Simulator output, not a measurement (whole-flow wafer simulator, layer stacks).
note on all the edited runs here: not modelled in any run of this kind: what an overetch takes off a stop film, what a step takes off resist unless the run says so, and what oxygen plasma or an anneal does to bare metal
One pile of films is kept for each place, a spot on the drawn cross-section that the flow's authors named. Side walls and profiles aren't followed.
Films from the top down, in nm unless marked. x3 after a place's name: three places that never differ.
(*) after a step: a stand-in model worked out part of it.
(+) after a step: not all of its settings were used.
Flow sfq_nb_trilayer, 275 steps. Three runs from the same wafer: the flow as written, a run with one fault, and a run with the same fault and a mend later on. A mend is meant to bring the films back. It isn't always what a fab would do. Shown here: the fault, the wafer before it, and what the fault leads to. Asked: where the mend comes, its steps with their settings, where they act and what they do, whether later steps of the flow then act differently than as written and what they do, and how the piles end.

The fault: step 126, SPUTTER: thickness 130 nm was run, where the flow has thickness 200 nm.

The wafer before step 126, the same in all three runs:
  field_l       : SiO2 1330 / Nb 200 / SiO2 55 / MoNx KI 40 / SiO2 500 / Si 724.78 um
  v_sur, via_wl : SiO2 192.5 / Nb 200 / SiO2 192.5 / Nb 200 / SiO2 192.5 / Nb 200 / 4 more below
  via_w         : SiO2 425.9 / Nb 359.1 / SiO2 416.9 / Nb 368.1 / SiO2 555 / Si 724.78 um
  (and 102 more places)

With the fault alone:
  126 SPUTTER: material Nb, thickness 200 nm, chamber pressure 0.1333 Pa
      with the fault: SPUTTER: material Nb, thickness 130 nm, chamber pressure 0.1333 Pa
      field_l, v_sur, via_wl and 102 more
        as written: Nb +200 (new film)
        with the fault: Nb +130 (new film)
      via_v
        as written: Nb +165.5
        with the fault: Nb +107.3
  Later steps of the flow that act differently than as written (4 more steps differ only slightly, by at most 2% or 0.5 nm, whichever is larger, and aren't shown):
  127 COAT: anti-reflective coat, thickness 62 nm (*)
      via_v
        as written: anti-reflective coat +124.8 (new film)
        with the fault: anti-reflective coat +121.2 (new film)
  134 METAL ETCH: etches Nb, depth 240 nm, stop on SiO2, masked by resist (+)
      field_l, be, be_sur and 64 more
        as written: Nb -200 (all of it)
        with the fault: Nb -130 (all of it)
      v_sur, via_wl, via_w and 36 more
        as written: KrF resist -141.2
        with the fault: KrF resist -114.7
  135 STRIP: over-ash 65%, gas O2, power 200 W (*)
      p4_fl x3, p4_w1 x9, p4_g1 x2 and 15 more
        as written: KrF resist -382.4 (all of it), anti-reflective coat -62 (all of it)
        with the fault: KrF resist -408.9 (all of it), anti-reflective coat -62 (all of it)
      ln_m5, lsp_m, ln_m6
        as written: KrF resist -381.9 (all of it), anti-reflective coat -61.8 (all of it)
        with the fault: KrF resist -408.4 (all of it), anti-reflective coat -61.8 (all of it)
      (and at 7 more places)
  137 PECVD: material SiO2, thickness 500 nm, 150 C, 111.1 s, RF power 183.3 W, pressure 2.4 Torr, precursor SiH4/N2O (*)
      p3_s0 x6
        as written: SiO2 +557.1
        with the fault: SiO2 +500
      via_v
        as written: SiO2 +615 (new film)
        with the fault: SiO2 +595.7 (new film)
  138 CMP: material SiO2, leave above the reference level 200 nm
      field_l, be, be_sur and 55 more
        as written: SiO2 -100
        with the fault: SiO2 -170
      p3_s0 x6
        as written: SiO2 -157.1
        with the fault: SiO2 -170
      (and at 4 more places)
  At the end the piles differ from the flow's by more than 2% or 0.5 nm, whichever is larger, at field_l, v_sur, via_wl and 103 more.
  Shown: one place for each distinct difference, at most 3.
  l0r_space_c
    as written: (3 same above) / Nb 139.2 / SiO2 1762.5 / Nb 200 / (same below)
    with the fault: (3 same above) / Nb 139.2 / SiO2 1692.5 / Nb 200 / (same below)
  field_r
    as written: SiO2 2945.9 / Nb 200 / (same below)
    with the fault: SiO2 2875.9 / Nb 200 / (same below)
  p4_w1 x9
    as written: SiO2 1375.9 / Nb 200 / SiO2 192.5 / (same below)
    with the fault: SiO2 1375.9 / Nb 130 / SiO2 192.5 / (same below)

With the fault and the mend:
  The mend comes after step 126.
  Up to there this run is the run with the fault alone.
  126a SPUTTER: material Nb, thickness 70 nm, chamber pressure 0.1333 Pa (the flow's step 126 once more, with other settings)
      field_l, v_sur, via_wl and 102 more
        Nb +70
      via_v
        Nb +55.8
  No later step of the flow acts differently than as written, at any place that is followed, by more than 2% or 0.5 nm, whichever is larger.
  At the end the piles differ from the flow's only slightly at the places that both follow, by at most 2% or 0.5 nm, whichever is larger.
